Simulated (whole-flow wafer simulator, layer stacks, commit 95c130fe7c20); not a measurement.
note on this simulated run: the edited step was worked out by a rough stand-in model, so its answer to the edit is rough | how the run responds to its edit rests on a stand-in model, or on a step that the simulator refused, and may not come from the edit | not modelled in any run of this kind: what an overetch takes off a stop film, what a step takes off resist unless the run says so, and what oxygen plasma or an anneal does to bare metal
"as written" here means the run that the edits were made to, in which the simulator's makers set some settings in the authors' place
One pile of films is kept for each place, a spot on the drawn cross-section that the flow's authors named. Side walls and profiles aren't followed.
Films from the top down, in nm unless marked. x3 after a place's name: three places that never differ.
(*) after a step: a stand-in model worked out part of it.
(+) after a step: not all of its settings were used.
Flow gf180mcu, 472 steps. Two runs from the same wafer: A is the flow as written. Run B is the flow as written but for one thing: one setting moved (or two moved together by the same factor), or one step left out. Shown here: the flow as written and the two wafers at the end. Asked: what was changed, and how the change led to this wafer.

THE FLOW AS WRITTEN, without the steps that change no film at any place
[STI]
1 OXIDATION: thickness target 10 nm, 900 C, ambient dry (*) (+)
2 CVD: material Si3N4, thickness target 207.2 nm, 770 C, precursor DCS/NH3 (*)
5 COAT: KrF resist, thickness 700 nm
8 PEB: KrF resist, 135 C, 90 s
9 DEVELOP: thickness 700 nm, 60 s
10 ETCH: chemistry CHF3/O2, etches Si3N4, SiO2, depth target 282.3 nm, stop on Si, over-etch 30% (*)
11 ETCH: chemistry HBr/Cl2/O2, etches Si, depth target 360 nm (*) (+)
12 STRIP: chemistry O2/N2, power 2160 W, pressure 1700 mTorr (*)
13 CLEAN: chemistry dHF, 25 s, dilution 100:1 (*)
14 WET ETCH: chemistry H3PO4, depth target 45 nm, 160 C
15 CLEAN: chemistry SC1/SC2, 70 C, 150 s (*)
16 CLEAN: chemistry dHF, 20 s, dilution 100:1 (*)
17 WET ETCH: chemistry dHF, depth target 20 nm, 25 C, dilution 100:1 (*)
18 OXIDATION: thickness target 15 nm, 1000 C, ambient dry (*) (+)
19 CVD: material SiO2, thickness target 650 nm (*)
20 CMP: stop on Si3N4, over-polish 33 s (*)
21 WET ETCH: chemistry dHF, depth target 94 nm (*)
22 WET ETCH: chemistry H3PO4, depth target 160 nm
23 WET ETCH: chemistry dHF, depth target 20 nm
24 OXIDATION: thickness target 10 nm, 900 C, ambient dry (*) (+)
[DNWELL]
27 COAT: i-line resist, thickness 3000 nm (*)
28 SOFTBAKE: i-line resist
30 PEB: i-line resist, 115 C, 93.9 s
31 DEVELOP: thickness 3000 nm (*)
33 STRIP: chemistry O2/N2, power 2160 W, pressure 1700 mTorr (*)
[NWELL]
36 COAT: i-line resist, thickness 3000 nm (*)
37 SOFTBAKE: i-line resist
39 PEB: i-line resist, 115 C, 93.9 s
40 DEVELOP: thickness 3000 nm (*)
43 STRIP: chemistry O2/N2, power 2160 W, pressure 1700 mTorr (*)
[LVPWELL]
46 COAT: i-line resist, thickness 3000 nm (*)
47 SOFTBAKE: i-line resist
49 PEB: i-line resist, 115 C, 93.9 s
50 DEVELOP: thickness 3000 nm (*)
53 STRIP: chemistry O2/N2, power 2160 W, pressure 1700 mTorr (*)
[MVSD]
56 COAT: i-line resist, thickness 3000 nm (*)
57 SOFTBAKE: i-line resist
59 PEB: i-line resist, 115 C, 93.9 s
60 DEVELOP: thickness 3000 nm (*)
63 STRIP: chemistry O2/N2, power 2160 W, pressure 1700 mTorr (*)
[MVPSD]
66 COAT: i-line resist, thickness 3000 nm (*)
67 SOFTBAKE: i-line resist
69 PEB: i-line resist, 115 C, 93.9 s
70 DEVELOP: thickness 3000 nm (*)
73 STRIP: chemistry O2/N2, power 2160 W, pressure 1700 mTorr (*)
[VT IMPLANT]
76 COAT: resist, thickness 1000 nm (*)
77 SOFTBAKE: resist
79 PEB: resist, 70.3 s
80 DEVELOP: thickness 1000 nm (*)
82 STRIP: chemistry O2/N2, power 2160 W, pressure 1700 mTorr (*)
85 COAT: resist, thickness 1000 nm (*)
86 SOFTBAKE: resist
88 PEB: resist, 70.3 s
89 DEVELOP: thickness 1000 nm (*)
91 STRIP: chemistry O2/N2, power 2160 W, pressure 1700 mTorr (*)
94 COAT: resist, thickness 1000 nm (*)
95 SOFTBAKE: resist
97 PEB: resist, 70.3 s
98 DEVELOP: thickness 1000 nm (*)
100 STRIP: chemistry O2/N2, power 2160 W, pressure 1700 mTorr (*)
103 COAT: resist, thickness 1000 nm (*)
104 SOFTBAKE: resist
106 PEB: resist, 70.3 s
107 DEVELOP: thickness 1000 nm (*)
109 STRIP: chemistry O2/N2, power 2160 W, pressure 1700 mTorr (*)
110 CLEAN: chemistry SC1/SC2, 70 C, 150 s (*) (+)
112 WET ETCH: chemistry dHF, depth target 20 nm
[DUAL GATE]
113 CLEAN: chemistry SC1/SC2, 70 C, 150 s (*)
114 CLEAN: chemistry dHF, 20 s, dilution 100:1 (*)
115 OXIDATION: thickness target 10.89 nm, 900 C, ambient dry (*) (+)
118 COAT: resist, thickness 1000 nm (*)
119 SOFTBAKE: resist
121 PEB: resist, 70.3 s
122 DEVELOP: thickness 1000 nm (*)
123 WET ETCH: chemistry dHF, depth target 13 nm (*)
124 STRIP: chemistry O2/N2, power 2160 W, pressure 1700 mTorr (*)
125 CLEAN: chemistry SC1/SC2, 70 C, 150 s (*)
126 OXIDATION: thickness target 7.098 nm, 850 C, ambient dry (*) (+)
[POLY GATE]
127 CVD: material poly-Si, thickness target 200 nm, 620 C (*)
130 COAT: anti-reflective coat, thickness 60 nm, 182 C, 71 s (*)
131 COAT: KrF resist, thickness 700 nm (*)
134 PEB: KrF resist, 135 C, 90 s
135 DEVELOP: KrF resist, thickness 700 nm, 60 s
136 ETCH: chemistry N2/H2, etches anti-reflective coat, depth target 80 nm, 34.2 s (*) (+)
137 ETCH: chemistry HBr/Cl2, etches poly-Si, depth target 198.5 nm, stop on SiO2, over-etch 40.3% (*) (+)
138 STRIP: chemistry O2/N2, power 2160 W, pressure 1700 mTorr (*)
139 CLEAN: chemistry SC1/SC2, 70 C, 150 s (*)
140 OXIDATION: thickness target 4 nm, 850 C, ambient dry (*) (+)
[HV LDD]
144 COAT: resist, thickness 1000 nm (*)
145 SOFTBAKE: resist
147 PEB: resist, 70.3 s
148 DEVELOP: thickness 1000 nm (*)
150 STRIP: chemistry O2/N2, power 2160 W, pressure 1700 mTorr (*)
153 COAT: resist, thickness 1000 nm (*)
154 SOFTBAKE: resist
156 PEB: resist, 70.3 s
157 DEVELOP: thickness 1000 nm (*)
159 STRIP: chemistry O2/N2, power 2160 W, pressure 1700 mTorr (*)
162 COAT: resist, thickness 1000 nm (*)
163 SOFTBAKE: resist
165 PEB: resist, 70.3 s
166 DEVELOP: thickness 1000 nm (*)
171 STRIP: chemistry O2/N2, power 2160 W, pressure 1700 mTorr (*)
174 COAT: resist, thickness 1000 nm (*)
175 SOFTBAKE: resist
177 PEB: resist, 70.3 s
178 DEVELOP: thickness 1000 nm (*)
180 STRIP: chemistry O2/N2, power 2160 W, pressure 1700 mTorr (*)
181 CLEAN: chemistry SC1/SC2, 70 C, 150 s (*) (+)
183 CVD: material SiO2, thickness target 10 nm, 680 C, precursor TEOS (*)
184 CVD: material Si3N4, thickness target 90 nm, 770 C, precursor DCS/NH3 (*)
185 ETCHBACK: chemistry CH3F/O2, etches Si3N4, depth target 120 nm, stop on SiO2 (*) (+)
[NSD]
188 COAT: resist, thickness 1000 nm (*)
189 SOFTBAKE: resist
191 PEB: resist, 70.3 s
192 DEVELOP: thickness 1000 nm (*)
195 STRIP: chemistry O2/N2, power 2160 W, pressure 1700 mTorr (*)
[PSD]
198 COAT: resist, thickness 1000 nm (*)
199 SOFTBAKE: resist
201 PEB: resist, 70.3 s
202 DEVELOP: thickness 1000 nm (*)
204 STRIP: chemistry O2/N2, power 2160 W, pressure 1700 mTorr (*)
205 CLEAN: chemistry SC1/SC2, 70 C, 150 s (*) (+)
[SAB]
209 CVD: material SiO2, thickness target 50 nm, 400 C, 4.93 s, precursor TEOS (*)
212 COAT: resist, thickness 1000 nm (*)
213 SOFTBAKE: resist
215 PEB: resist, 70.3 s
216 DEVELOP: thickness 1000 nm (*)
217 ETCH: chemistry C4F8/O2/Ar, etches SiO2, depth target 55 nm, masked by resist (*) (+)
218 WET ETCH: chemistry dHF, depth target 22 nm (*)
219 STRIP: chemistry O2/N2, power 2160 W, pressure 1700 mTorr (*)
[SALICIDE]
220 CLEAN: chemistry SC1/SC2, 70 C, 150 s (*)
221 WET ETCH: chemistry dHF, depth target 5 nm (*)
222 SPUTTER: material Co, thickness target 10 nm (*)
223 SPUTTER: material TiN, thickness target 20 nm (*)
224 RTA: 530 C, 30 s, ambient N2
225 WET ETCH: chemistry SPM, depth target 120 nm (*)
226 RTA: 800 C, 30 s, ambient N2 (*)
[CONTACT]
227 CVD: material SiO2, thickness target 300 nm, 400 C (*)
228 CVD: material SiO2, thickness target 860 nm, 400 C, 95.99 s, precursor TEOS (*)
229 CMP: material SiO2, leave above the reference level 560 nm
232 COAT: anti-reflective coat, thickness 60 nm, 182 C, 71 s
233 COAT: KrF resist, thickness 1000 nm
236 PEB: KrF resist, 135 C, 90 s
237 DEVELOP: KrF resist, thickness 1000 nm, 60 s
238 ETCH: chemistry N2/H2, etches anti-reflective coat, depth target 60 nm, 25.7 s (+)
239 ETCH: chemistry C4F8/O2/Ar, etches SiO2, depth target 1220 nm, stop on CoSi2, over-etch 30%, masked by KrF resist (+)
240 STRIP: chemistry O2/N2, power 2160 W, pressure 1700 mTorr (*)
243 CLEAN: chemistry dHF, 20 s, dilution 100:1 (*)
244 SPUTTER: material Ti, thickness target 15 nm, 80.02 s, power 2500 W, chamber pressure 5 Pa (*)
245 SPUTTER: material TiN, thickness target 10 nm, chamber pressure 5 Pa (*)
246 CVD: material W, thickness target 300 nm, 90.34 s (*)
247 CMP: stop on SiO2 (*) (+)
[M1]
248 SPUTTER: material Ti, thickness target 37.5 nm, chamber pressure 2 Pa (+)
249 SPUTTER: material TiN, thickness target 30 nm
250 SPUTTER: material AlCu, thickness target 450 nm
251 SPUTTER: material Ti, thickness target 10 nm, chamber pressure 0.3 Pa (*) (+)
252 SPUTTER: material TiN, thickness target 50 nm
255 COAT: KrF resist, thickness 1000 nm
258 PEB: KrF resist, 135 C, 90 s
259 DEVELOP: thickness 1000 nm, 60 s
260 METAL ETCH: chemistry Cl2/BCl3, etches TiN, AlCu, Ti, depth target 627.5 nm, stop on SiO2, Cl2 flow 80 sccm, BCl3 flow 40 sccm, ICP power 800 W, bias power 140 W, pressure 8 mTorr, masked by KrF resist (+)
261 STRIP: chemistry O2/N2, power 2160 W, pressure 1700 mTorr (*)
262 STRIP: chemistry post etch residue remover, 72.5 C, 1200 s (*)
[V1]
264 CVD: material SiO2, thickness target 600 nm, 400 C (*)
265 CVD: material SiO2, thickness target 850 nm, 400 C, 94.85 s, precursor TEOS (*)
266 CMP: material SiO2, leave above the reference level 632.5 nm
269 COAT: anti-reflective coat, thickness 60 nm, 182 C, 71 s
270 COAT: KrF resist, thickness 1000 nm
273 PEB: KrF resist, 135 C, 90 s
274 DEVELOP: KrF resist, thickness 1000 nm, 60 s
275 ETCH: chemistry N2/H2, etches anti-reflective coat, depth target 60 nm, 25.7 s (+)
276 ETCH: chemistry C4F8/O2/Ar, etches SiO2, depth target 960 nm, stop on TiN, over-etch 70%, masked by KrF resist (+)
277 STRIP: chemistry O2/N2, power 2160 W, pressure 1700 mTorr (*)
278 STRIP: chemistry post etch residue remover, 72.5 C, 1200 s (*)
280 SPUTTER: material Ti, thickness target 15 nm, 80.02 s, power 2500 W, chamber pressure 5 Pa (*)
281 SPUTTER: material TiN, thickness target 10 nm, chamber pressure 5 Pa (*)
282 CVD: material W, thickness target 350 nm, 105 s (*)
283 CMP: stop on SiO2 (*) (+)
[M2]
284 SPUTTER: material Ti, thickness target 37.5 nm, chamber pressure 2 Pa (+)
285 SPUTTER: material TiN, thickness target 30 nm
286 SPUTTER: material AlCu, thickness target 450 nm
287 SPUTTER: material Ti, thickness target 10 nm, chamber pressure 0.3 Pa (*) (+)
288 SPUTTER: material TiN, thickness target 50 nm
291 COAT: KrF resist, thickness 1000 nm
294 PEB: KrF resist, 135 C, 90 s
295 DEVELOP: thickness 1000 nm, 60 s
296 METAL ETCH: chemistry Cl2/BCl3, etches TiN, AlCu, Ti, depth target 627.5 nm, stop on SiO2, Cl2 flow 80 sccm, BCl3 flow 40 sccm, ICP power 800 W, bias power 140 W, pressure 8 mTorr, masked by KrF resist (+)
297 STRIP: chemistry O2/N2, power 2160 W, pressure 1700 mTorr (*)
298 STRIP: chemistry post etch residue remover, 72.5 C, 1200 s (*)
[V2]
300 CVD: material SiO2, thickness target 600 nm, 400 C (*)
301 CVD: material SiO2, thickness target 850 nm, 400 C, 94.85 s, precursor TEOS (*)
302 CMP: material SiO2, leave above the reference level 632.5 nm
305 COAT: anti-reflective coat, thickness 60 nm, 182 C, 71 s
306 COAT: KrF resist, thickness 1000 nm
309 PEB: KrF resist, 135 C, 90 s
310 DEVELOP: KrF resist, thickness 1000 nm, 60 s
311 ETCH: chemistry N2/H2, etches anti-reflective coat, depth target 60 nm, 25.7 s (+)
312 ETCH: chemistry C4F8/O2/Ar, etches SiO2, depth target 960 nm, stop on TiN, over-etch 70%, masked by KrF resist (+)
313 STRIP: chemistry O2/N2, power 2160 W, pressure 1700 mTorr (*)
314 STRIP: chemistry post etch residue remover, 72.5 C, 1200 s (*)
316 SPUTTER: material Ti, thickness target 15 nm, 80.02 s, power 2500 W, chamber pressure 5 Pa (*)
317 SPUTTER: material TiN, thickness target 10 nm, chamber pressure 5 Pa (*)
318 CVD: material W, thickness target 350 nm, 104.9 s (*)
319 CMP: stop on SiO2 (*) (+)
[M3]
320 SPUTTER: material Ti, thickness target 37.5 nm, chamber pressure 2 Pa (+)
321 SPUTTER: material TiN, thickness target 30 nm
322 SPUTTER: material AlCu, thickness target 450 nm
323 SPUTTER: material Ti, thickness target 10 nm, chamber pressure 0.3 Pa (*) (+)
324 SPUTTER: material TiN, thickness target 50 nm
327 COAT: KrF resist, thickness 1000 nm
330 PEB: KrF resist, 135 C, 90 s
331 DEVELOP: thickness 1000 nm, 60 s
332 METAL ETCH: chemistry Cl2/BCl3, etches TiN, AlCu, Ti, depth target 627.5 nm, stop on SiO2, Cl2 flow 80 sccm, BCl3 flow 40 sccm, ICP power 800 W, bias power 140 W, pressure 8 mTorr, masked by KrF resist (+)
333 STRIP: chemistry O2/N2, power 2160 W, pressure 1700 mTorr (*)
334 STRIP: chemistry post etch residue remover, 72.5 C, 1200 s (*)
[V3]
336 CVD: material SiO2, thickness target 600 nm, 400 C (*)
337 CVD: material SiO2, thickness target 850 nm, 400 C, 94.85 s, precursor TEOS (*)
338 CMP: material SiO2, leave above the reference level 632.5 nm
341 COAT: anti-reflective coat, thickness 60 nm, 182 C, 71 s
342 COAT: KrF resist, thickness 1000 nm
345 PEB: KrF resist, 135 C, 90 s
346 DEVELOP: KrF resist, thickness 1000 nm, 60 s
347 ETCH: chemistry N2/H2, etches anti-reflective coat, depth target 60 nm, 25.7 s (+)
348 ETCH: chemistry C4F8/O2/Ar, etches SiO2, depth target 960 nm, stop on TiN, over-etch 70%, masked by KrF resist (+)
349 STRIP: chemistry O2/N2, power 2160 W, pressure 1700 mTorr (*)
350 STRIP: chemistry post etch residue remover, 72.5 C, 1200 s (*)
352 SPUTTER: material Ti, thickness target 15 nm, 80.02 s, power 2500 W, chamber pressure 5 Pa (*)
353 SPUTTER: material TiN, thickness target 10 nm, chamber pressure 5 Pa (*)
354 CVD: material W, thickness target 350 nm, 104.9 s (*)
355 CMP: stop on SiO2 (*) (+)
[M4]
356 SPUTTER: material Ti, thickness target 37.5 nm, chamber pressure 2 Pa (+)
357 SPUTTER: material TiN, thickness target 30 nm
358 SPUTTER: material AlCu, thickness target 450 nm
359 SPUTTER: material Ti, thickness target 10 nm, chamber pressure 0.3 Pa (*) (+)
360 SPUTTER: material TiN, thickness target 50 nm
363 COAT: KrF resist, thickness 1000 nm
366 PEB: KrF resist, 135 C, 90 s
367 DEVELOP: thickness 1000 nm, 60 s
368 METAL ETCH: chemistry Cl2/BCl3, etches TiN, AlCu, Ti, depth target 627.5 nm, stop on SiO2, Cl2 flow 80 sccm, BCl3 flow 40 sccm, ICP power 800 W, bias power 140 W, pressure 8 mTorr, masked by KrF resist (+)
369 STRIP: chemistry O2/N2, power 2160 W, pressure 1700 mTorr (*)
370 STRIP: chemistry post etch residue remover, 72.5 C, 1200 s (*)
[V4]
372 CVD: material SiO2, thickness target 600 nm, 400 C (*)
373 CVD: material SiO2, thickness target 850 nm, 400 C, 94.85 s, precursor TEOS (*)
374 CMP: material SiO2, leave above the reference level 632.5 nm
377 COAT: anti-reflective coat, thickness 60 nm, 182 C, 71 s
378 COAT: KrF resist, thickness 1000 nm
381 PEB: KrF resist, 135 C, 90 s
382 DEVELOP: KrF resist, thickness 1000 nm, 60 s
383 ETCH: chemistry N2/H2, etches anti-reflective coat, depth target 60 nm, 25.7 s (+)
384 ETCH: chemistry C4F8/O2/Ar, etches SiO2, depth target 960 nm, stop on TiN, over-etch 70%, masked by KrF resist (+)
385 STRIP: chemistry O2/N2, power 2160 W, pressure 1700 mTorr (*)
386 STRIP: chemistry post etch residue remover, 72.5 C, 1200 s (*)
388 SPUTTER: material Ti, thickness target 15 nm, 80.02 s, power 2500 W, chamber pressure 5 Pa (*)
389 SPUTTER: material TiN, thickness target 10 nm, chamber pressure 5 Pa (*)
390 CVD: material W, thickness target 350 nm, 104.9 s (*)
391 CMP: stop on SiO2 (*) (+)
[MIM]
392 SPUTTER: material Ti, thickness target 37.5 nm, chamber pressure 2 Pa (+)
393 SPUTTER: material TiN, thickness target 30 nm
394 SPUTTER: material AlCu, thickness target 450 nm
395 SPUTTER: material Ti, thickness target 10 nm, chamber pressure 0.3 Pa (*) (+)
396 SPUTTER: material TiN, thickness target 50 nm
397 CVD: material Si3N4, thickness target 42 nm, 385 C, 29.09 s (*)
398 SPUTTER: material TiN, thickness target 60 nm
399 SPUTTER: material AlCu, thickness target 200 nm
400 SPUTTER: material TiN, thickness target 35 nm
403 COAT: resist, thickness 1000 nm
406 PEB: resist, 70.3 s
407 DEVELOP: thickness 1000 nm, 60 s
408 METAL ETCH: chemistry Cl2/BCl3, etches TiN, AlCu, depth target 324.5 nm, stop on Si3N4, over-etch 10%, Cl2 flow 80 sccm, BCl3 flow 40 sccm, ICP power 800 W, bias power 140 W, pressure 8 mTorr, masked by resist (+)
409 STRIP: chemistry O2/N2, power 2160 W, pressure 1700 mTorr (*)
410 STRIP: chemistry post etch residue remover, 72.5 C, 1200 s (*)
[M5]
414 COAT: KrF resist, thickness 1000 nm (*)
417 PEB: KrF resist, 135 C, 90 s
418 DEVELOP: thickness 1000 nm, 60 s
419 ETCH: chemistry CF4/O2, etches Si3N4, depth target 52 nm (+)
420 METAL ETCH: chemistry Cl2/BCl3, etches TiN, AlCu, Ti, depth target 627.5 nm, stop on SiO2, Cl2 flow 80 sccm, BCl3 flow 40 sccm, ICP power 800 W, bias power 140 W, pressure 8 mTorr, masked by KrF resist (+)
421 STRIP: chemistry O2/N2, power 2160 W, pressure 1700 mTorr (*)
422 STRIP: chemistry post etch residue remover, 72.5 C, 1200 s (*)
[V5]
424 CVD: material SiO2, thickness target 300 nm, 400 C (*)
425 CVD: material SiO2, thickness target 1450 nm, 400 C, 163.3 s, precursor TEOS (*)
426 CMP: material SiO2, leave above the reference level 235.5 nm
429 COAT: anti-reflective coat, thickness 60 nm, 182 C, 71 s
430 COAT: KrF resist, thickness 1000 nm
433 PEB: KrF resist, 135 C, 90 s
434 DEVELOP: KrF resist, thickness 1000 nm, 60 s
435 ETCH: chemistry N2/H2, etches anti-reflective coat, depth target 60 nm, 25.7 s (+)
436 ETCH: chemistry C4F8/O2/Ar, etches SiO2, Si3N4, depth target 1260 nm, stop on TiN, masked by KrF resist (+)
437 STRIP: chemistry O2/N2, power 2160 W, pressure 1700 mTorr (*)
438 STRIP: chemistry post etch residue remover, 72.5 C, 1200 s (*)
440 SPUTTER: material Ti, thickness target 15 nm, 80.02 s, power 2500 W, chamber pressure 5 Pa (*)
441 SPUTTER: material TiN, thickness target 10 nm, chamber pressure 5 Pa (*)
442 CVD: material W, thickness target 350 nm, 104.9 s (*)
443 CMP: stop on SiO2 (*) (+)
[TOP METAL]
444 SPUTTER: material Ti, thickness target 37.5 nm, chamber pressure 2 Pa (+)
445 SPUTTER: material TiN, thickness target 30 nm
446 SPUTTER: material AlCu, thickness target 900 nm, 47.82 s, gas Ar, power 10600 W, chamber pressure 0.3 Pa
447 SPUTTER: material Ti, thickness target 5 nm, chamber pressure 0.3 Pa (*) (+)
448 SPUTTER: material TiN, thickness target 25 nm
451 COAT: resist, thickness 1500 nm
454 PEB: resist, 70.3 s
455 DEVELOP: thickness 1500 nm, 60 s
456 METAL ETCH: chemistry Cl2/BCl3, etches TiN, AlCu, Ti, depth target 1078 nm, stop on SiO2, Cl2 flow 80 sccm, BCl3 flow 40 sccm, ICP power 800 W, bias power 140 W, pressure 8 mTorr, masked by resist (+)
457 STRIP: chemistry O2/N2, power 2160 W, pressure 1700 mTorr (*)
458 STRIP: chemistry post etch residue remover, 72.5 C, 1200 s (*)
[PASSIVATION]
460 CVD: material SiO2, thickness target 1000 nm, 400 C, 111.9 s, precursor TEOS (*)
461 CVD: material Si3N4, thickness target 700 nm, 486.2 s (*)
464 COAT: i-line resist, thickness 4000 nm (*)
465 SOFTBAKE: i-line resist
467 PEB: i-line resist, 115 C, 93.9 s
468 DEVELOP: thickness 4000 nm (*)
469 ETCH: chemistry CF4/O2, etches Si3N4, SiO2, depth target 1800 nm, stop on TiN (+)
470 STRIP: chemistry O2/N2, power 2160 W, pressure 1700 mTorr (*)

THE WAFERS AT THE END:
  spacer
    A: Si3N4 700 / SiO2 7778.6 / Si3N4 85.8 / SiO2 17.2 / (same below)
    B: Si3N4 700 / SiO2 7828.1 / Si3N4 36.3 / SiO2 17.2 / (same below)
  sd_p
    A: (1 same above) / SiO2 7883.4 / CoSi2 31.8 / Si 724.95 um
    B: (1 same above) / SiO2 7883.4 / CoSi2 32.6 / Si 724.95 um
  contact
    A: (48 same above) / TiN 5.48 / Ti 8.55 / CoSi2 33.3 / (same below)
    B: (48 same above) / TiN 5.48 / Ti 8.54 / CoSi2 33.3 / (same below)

The cause: step 184, CVD: thickness target 40.5 nm was run, where the flow has thickness target 90 nm.

How the change led to this, step by step:
  184 CVD: material Si3N4, thickness target 90 nm, 770 C, precursor DCS/NH3 (*)
      field, field__w1, field__w2 and 101 more: A Si3N4 +90 (new film) | B Si3N4 +40.5 (new film)
  185 ETCHBACK: chemistry CH3F/O2, etches Si3N4, depth target 120 nm, stop on SiO2 (*) (+)
      field, field__w1, field__w2 and 100 more: A Si3N4 -90 (all of it), SiO2 -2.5 | B Si3N4 -40.5 (all of it), SiO2 -6.62
  188 COAT: resist, thickness 1000 nm (*)
      spacer: A resist +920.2 (new film) | B resist +965.2 (new film)
  189 SOFTBAKE: resist
      ld_drn_p: A resist -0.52 | B resist +0.05
      field: A resist +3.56 | B resist +2.95
      (and at 27 more places)
  191 PEB: resist, 70.3 s
      spacer: A resist -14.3 | B resist -15.3
  192 DEVELOP: thickness 1000 nm (*)
      spacer: A resist -905.9 (all of it) | B resist -949.9 (all of it)
  198 COAT: resist, thickness 1000 nm (*)
      spacer: A resist +920.2 (new film) | B resist +965.2 (new film)
  199 SOFTBAKE: resist
      ld_drn_p: A resist -0.52 | B resist +0.05
      field: A resist +3.56 | B resist +2.95
      (and at 27 more places)
  201 PEB: resist, 70.3 s
      spacer: A resist -14.3 | B resist -15.3
  204 STRIP: chemistry O2/N2, power 2160 W, pressure 1700 mTorr (*)
      spacer: A resist -905.9 (all of it) | B resist -949.9 (all of it)
  212 COAT: resist, thickness 1000 nm (*)
      spacer: A resist +919.4 (new film) | B resist +964.4 (new film)
  213 SOFTBAKE: resist
      field__w9: A resist -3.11 | B resist +6.41
      field__w11: A resist -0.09 | B resist +0.43
      (and at 25 more places)
  215 PEB: resist, 70.3 s
      spacer: A resist -14.3 | B resist -15.3
  216 DEVELOP: thickness 1000 nm (*)
      spacer: A resist -905.1 (all of it) | B resist -949.1 (all of it)
  218 WET ETCH: chemistry dHF, depth target 22 nm (*)
      gate, gate_hv, gate_p and 23 more: A SiO2 -5.48 (all of it) | B SiO2 -1.35 (all of it)
      active, p_well, sd_n, iso_ptap_pw, iso_ntap_nw, iso_ptap_sub, vpnp_e: A SiO2 -9.01 (all of it) | B SiO2 -4.89 (all of it)
      (and at 16 more places)
  222 SPUTTER: material Co, thickness target 10 nm (*)
      field__w2: A Co +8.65 (new film) | B Co +9.27 (new film)
      field__w3: A Co +8.06 (new film) | B Co +8.89 (new film)
      (and at 5 more places)
  ... 4 more steps ...
  229 CMP: material SiO2, leave above the reference level 560 nm
      field__w2: A SiO2 -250 | B SiO2 -244.9
      field__w3: A SiO2 -232.3 | B SiO2 -227.2
      (and at 3 more places)
